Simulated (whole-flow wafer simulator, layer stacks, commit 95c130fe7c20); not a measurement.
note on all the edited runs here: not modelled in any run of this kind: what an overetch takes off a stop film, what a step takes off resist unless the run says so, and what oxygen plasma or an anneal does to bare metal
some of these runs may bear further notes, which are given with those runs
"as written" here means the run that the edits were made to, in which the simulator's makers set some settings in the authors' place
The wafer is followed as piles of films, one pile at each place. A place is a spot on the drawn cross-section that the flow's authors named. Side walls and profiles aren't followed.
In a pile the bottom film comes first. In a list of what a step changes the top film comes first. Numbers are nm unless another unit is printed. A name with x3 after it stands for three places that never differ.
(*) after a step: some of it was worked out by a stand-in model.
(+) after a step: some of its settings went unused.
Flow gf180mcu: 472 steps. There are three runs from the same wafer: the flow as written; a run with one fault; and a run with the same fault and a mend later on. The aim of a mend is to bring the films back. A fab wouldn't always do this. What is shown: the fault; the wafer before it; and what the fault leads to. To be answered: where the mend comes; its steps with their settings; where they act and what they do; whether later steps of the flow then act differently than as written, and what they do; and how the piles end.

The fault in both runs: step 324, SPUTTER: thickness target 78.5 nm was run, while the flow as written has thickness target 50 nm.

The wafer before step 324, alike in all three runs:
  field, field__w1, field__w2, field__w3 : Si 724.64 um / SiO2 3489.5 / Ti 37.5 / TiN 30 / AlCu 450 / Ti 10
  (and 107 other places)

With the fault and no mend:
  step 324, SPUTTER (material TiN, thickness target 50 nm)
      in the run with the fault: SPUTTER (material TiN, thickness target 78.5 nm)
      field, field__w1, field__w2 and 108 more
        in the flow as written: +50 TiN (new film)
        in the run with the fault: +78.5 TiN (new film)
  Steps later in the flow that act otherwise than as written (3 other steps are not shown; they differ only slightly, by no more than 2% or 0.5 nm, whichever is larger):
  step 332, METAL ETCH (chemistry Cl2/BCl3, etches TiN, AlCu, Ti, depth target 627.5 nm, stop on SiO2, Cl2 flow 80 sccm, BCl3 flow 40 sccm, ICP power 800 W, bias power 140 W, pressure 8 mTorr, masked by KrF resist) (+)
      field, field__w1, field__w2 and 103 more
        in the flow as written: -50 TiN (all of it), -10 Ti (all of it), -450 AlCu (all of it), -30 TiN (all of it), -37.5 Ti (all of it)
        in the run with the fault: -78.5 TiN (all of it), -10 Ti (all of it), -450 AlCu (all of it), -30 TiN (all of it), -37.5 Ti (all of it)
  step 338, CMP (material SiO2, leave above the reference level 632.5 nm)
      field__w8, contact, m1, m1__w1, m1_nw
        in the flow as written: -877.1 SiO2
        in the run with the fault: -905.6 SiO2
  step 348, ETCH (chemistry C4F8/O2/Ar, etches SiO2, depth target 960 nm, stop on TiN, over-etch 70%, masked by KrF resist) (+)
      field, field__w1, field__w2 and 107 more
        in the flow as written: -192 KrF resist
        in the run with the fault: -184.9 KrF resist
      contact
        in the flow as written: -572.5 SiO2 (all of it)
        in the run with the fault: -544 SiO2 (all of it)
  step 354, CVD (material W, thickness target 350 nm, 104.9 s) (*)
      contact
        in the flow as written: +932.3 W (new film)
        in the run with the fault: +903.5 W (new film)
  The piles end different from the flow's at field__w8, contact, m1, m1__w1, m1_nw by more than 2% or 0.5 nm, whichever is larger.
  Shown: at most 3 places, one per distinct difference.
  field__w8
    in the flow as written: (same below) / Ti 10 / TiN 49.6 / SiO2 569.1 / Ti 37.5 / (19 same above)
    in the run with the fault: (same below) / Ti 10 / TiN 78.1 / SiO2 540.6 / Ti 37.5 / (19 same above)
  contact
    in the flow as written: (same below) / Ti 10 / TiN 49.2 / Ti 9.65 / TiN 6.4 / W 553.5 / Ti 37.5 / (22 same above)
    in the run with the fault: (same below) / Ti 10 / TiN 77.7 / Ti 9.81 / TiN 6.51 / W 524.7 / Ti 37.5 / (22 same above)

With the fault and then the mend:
  After step 324 comes the mend.
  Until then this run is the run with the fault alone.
  step 324a, METAL ETCH (chemistry Cl2/BCl3, etches TiN, AlCu, Ti, depth target 28.5 nm, Cl2 flow 80 sccm, BCl3 flow 40 sccm, ICP power 800 W, bias power 140 W, pressure 8 mTorr) (a further turn of the flow's step 260, with different settings)
      field, field__w1, field__w2 and 108 more
        -28.5 TiN
  Every later step of the flow that is run acts as written at every place that is followed.
  By the end, the piles equal the flow's at every place that both follow.
